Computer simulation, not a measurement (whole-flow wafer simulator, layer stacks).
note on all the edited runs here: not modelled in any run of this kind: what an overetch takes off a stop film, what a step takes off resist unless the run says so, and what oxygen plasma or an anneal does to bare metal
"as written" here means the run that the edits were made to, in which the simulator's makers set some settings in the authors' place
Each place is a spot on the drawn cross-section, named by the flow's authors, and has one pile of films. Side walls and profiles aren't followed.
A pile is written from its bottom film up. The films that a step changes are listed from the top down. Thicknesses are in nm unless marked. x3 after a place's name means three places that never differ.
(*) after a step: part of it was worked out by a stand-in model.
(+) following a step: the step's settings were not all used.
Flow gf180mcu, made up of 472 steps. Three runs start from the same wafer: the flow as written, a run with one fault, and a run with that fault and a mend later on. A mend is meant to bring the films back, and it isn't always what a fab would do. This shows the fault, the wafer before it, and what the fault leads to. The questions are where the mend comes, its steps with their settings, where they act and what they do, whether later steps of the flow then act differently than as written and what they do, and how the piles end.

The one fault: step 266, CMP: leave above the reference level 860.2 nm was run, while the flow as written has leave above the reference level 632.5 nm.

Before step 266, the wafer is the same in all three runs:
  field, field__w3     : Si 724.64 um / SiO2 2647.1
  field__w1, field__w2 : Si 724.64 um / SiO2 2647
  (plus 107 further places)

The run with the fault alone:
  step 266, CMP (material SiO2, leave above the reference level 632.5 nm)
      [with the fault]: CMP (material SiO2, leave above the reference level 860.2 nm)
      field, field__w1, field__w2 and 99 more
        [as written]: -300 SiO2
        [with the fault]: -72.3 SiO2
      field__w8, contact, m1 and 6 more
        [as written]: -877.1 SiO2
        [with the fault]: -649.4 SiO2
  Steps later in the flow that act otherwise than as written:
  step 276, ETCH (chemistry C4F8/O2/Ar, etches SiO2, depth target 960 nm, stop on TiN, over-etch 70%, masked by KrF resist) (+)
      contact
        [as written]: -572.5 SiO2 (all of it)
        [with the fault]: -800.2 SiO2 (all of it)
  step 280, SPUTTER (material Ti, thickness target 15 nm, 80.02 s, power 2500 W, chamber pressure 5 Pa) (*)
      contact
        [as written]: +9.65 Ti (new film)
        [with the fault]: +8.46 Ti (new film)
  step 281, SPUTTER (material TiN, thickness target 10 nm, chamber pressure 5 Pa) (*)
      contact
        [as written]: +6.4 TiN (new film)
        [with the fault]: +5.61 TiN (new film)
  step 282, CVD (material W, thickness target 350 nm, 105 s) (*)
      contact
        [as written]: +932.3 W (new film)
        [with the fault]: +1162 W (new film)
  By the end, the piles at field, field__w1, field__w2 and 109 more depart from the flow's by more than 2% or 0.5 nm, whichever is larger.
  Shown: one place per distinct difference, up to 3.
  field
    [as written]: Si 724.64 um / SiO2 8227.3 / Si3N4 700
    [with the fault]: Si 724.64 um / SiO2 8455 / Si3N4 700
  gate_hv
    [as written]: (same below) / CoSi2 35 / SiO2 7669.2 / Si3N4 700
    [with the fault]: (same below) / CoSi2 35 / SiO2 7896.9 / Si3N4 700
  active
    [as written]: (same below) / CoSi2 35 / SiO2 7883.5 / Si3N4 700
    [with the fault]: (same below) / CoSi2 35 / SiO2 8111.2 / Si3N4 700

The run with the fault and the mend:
  After step 266 comes the mend.
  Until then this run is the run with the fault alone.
  step 266a, CMP (material SiO2, leave above the reference level 632.5 nm) (the flow's step 266, run once more)
      field, field__w1, field__w2 and 108 more
        -227.7 SiO2
  Every later step of the flow that is run acts as written at every place that is followed.
  At every place that both follow, the piles at the end match the flow's.
